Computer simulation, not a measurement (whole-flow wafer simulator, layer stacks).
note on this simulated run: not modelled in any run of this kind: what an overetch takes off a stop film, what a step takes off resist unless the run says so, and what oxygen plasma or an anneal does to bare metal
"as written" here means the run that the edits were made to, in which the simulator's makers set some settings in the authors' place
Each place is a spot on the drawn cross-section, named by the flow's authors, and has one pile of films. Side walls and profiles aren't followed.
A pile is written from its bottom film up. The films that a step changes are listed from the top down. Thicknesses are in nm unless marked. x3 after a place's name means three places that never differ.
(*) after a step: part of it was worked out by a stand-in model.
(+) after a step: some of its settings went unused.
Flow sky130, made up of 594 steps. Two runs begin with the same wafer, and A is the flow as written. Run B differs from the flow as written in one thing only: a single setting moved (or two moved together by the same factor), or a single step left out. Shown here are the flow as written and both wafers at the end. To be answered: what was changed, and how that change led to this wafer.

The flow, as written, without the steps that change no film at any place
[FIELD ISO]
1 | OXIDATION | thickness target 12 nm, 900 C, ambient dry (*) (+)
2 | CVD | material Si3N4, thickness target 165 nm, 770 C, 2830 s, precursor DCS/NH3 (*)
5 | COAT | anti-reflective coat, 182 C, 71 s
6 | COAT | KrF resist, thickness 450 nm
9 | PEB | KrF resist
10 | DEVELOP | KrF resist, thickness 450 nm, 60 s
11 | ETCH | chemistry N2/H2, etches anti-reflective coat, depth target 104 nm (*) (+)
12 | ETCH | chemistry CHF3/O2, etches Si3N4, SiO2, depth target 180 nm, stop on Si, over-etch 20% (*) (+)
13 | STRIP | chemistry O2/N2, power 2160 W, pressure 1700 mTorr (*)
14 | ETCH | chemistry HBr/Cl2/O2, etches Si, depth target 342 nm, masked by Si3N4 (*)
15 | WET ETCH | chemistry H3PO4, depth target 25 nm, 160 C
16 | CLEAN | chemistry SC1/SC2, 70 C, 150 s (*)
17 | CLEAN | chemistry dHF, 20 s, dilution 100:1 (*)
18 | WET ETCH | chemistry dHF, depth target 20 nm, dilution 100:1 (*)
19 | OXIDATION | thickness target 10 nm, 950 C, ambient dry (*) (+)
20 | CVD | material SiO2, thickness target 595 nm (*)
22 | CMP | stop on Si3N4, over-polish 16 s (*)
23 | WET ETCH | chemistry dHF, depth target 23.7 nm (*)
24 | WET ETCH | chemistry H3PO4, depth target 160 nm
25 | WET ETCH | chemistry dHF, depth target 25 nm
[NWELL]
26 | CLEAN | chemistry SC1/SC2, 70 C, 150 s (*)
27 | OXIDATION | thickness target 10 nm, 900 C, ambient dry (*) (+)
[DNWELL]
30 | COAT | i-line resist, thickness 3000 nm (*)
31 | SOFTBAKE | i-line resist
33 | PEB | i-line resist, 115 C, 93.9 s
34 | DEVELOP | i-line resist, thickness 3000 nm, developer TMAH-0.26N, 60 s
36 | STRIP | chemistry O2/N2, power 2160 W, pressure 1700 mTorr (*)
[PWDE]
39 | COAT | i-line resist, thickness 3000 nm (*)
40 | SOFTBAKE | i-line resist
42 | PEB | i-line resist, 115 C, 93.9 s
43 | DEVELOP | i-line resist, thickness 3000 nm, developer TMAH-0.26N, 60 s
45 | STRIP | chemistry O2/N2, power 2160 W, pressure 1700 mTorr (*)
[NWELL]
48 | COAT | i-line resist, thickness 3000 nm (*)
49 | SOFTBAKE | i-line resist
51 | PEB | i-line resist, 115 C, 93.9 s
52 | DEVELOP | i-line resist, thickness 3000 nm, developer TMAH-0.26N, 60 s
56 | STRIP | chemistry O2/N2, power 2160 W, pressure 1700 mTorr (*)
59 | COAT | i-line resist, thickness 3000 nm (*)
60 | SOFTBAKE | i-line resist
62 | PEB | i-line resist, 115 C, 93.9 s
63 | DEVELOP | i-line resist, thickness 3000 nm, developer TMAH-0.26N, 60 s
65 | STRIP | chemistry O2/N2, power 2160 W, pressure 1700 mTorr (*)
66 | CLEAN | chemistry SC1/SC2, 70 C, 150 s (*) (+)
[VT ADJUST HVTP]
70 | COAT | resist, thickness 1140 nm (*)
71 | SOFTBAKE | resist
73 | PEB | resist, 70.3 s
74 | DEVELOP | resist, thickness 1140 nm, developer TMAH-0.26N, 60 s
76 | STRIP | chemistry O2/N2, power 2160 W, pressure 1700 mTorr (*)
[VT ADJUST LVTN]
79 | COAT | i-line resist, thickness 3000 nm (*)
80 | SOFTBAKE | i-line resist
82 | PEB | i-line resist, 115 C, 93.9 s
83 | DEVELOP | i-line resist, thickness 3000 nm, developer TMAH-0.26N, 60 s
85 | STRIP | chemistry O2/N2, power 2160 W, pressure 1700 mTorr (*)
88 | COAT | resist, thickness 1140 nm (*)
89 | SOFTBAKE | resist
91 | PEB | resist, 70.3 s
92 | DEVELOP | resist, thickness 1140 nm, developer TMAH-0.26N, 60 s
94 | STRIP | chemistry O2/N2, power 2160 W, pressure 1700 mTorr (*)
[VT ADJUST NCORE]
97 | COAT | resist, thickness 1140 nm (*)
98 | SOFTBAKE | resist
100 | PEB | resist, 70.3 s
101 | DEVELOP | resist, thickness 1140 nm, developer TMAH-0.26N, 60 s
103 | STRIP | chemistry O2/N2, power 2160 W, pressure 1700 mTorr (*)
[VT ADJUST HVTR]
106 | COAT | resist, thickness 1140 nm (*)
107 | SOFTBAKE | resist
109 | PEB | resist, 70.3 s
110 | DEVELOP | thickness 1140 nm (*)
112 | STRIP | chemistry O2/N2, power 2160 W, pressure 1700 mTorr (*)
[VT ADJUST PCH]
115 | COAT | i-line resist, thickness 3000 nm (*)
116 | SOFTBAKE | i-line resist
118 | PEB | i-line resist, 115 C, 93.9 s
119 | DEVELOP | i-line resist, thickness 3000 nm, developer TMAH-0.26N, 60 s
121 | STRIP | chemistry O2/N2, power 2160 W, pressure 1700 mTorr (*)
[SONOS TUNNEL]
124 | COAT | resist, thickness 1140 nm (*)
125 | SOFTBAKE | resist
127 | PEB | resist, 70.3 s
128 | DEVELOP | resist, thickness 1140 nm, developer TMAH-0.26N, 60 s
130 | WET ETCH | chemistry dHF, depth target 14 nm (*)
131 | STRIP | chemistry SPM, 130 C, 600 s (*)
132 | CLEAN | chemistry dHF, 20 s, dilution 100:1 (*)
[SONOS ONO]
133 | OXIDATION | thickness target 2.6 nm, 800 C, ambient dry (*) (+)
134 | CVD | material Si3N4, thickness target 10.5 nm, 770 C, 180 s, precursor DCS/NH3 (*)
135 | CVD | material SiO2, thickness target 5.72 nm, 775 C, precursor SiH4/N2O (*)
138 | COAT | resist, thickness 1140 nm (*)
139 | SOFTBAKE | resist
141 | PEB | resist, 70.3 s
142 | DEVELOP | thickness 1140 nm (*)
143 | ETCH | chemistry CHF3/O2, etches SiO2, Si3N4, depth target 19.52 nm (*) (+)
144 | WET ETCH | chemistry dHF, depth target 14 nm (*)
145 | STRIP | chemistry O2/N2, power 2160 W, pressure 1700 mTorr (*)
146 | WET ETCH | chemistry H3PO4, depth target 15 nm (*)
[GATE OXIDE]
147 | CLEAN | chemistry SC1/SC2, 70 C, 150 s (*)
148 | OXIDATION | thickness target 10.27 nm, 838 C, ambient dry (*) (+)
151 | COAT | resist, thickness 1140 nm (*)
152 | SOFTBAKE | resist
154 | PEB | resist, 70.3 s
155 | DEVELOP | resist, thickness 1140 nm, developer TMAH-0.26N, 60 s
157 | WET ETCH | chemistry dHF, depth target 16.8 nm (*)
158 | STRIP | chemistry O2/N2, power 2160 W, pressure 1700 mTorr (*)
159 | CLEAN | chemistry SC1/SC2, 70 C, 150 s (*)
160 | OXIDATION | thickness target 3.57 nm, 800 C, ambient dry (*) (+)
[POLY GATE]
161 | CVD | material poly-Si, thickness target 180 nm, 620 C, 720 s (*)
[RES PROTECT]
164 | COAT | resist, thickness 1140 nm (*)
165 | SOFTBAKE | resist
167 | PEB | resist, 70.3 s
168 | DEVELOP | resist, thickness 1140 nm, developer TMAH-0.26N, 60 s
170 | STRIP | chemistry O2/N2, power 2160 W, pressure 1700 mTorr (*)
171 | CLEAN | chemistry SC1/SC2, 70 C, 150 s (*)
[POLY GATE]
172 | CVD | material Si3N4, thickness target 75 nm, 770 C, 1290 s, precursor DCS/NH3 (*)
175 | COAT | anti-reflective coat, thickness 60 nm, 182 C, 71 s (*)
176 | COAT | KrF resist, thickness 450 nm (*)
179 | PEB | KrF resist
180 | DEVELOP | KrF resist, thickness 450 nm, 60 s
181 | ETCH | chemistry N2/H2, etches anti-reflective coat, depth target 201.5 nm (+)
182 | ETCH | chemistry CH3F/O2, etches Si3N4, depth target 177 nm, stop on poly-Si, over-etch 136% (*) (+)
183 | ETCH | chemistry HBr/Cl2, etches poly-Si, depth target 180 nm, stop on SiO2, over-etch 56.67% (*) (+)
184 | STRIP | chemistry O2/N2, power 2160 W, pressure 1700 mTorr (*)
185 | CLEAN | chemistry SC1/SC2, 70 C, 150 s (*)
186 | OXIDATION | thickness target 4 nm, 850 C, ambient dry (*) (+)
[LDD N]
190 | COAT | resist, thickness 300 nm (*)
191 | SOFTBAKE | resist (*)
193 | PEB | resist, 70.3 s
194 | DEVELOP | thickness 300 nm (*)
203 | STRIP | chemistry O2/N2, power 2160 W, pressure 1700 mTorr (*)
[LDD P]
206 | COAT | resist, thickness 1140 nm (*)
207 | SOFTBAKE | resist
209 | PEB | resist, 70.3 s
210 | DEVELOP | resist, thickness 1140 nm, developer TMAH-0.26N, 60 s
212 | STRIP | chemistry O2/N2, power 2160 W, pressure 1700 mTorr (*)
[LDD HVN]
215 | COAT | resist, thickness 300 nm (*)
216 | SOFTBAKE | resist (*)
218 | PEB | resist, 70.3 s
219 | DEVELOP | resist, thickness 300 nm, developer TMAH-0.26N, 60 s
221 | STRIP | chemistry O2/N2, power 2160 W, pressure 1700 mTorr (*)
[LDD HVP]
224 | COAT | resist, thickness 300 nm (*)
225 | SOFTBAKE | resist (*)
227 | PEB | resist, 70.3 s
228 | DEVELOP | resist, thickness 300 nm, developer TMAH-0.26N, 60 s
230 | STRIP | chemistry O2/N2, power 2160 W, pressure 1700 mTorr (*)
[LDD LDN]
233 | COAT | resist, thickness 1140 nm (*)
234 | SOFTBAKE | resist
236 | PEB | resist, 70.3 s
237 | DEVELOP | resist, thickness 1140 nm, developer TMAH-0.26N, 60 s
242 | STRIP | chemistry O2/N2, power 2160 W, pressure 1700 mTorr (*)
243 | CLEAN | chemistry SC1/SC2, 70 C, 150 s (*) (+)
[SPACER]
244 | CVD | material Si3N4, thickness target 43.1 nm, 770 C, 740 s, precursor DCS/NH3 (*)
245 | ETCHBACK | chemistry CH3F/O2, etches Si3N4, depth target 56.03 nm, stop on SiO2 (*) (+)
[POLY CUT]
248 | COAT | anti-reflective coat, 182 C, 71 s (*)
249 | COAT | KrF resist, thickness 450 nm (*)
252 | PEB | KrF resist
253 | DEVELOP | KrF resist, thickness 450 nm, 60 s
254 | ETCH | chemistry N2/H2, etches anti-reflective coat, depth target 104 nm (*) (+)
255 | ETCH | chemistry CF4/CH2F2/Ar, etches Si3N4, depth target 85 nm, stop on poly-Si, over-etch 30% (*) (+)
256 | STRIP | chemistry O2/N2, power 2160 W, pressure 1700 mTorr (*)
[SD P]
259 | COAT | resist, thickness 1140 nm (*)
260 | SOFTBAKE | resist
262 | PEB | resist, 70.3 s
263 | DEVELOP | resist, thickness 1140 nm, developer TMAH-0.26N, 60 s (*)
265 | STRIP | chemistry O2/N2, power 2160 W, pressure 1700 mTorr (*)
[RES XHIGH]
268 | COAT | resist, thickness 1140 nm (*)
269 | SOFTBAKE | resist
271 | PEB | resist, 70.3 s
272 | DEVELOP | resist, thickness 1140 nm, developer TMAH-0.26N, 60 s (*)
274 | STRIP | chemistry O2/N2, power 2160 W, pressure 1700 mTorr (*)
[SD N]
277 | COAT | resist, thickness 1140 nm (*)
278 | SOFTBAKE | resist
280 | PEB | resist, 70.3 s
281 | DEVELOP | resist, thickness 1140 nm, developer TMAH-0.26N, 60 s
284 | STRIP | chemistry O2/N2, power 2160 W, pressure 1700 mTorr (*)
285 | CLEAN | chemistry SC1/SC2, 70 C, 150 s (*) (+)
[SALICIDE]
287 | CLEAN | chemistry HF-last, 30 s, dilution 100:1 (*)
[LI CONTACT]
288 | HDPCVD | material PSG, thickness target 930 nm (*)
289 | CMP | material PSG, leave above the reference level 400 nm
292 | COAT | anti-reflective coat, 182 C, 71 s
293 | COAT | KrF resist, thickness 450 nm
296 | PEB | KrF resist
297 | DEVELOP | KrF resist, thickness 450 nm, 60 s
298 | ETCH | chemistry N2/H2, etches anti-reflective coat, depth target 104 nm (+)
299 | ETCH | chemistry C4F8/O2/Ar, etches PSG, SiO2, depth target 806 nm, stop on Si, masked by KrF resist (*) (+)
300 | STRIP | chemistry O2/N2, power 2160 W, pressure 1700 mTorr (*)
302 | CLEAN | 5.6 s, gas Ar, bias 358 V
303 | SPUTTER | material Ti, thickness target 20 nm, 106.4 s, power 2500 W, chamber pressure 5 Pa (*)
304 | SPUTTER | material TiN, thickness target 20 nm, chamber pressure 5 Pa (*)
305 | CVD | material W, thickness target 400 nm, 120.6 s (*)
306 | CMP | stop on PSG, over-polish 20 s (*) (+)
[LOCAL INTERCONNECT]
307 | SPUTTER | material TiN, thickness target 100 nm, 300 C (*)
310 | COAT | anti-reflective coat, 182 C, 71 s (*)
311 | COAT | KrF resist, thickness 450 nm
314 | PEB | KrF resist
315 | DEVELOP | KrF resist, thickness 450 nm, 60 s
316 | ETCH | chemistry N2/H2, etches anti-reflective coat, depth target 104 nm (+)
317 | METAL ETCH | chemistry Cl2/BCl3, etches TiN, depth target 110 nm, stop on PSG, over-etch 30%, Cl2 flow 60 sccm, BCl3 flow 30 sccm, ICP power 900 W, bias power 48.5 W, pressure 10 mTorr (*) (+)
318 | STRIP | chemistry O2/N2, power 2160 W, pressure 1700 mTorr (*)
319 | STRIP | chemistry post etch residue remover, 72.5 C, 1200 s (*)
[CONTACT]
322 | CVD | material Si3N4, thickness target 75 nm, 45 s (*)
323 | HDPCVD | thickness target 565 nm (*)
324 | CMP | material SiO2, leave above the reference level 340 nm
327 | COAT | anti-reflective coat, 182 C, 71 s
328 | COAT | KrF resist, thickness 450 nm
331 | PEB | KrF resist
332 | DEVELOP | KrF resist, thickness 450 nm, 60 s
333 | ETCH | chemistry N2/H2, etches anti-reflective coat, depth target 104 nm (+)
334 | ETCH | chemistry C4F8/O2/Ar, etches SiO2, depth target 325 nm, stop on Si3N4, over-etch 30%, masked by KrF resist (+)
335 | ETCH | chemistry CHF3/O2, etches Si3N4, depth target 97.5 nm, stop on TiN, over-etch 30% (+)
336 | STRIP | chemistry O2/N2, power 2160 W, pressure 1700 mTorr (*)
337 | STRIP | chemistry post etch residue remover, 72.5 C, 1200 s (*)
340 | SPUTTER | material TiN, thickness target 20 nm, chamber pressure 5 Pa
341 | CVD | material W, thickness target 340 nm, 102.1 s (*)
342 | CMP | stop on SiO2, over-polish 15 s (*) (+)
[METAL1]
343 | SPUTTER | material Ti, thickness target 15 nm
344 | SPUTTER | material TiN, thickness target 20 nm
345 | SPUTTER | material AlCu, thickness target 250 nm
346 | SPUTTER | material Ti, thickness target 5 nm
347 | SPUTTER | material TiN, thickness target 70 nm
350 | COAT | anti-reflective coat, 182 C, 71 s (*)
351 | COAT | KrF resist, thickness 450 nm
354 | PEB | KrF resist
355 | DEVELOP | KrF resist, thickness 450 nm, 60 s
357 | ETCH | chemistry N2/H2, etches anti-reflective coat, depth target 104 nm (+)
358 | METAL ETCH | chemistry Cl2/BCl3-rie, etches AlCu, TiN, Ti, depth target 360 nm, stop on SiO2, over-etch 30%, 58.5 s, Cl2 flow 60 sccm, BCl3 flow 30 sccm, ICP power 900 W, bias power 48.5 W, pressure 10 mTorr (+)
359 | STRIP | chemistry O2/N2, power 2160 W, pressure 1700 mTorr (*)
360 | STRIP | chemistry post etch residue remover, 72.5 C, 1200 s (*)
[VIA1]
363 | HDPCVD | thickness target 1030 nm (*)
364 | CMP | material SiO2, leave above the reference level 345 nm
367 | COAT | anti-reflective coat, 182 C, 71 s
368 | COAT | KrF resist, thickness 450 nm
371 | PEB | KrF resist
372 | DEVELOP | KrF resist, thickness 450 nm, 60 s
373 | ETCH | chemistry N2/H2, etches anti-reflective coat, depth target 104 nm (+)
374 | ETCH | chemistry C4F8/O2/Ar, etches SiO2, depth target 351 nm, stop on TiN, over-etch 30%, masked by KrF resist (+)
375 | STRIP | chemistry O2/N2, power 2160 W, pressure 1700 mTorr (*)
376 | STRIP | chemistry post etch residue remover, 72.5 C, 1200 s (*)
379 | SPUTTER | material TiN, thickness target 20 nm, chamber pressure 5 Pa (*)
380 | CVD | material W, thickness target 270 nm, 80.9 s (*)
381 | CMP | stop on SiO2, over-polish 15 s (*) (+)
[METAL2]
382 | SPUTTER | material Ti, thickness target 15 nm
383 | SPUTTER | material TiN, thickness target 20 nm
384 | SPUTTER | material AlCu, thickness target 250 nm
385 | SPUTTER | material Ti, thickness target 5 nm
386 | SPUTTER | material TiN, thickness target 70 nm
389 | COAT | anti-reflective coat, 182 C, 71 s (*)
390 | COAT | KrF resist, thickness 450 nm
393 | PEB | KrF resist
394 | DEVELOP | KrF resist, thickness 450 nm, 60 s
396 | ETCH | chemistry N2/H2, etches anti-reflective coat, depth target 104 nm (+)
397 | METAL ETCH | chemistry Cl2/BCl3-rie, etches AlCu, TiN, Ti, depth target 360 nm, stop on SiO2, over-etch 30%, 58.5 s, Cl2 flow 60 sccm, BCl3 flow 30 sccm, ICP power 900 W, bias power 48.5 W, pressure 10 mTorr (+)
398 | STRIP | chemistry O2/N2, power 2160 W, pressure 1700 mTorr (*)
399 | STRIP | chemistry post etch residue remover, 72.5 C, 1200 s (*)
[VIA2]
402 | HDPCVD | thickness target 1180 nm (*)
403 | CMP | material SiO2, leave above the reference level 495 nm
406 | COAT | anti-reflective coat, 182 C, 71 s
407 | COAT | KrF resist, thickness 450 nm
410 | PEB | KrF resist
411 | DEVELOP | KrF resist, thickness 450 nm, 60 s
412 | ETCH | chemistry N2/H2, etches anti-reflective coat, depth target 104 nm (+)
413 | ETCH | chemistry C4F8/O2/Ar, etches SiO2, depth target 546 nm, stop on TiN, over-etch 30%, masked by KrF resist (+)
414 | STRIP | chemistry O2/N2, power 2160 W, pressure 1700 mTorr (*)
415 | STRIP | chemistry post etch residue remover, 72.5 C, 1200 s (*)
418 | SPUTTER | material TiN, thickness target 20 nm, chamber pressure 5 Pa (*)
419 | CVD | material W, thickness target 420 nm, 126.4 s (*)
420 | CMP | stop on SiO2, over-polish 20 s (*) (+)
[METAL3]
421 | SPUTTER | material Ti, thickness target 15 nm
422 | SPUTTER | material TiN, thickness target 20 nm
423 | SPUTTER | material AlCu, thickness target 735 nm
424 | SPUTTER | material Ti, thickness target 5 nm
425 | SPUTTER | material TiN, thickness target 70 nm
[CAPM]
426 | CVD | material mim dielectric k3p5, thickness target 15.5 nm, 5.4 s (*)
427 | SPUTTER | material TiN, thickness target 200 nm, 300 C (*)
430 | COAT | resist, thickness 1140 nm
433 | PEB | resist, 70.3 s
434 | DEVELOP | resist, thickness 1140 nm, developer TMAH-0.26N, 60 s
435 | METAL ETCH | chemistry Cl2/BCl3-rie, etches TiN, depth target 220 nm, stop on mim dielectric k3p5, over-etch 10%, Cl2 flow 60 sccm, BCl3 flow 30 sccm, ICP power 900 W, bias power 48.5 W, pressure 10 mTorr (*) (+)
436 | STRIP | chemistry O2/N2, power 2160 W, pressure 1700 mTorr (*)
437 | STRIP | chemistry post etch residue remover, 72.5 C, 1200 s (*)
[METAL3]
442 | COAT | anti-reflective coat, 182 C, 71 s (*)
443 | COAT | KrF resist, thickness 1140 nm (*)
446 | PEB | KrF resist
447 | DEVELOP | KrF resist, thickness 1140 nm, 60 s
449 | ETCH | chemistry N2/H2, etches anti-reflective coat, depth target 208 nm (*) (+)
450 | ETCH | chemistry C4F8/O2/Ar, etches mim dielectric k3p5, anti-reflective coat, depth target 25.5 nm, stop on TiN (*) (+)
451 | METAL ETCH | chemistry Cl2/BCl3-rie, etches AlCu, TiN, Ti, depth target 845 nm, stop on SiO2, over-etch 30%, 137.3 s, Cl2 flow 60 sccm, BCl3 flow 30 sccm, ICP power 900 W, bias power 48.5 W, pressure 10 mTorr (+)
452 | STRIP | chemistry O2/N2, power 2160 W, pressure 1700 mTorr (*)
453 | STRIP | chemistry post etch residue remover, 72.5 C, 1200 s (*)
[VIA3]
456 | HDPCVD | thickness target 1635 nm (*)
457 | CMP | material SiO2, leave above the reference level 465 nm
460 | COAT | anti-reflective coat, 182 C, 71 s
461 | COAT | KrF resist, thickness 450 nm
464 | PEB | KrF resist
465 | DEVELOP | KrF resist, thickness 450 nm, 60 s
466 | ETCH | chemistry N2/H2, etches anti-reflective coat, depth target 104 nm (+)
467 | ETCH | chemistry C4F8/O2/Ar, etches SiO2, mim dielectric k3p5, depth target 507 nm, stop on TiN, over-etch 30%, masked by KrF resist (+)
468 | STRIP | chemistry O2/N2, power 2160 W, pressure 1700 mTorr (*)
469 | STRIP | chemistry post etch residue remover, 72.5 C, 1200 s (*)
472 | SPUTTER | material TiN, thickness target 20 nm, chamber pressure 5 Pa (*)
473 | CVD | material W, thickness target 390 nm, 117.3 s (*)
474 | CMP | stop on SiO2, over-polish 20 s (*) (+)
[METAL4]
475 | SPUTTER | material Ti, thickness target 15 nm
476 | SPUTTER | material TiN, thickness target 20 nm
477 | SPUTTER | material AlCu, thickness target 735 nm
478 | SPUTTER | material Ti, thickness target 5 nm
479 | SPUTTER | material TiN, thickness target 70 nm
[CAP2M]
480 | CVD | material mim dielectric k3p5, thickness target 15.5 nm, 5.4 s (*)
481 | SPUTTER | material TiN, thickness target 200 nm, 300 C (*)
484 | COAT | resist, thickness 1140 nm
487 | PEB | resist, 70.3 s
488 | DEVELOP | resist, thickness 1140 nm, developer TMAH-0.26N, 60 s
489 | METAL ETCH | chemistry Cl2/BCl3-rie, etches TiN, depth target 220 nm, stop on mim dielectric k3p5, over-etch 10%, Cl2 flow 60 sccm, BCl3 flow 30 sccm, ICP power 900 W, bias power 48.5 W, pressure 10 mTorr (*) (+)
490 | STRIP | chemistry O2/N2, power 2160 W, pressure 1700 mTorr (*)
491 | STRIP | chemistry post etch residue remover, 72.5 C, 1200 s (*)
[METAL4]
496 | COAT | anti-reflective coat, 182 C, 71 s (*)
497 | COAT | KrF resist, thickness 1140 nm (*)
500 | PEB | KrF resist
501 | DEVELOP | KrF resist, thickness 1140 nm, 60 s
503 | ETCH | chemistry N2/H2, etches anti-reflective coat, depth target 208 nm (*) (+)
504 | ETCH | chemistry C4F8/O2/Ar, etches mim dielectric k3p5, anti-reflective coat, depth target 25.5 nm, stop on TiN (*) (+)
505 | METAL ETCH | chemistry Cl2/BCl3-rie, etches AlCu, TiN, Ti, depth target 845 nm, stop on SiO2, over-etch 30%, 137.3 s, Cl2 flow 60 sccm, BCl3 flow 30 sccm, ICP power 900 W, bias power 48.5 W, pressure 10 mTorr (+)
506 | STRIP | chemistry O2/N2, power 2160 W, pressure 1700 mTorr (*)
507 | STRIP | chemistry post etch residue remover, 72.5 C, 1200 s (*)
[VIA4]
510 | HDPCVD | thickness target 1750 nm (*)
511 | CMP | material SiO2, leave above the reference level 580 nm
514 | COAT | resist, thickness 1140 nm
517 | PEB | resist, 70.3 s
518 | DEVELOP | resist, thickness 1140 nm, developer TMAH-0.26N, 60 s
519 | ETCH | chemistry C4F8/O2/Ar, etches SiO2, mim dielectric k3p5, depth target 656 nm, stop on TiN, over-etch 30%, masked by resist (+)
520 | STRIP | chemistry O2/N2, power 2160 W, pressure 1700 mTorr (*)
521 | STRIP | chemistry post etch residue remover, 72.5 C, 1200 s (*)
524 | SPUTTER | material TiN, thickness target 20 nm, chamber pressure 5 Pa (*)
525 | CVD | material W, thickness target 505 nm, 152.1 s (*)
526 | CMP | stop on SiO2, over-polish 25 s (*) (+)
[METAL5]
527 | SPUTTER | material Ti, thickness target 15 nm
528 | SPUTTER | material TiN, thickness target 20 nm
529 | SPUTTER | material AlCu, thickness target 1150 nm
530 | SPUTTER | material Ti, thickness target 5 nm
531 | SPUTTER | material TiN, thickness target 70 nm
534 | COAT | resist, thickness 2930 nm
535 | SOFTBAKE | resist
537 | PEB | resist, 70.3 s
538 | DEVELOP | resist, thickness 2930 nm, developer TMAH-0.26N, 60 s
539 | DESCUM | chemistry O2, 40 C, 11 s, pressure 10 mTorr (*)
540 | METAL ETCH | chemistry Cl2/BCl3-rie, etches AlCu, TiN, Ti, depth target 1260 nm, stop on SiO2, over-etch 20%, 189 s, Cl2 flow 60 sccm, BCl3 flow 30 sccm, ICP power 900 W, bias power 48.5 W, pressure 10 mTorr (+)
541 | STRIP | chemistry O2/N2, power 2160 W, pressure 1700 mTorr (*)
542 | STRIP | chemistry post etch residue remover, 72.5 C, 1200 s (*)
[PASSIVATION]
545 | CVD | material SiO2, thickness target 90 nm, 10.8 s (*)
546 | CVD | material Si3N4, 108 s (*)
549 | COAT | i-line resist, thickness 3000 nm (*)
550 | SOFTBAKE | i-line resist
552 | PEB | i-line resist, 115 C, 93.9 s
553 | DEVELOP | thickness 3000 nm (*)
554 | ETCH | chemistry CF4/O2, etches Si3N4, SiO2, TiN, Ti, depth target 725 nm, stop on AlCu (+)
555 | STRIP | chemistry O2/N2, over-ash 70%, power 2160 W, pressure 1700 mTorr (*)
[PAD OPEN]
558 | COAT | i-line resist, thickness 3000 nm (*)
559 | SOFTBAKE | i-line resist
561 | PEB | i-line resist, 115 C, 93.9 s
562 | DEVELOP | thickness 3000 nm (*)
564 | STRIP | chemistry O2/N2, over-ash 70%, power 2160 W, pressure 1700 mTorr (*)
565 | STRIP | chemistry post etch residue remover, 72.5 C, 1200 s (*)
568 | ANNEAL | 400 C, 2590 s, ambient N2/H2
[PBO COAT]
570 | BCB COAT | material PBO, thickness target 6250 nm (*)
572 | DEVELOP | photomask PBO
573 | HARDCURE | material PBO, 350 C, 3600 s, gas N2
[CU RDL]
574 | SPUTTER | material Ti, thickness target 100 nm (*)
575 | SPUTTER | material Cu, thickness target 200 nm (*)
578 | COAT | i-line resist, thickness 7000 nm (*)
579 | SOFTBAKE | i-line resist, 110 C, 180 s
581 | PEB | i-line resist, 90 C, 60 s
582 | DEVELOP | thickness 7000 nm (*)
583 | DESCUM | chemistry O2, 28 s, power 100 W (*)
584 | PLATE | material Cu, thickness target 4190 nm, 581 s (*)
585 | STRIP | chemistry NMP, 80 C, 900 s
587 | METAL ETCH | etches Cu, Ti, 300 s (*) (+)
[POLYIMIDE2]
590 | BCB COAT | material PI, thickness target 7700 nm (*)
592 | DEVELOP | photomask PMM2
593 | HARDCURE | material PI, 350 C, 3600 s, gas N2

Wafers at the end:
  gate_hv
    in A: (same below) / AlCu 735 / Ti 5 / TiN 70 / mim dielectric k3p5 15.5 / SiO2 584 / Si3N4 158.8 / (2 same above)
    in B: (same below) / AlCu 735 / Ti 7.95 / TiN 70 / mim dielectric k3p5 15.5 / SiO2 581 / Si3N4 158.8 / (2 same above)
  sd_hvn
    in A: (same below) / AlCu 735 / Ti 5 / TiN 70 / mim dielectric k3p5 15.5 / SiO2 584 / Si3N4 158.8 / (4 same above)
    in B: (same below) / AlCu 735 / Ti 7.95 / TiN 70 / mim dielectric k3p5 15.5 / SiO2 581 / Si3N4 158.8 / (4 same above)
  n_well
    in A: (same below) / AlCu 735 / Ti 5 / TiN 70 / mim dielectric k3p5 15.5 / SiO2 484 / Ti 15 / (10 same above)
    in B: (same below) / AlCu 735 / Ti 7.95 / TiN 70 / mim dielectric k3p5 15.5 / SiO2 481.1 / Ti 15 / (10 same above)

Cause: step 478, SPUTTER: thickness target 7.95 nm was run, whereas the flow has thickness target 5 nm.
The wafer itself shows it: gate_hv has Ti 7.95, and step 478 as written asks for 5 nm.

How this came from the change, step by step:
  478 | SPUTTER | material Ti, thickness target 5 nm
      field, active, n_well and 189 more: A +5 Ti (new film) | B +7.95 Ti (new film)
  505 | METAL ETCH | chemistry Cl2/BCl3-rie, etches AlCu, TiN, Ti, depth target 845 nm, stop on SiO2, over-etch 30%, 137.3 s, Cl2 flow 60 sccm, BCl3 flow 30 sccm, ICP power 900 W, bias power 48.5 W, pressure 10 mTorr (+)
      field, gate, spacer and 68 more: A -70 TiN (all of it), -5 Ti (all of it), -735 AlCu (all of it), -20 TiN (all of it), -15 Ti (all of it), -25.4 SiO2 | B -70 TiN (all of it), -7.95 Ti (all of it), -735 AlCu (all of it), -20 TiN (all of it), -15 Ti (all of it), -25.1 SiO2
      active, vpp_iso1, mim_edge_plate and 14 more: A -70 TiN (all of it), -5 Ti (all of it), -735 AlCu (all of it), -20 TiN (all of it), -15 Ti (all of it), -25.3 SiO2 | B -70 TiN (all of it), -7.95 Ti (all of it), -735 AlCu (all of it), -20 TiN (all of it), -15 Ti (all of it), -25.1 SiO2
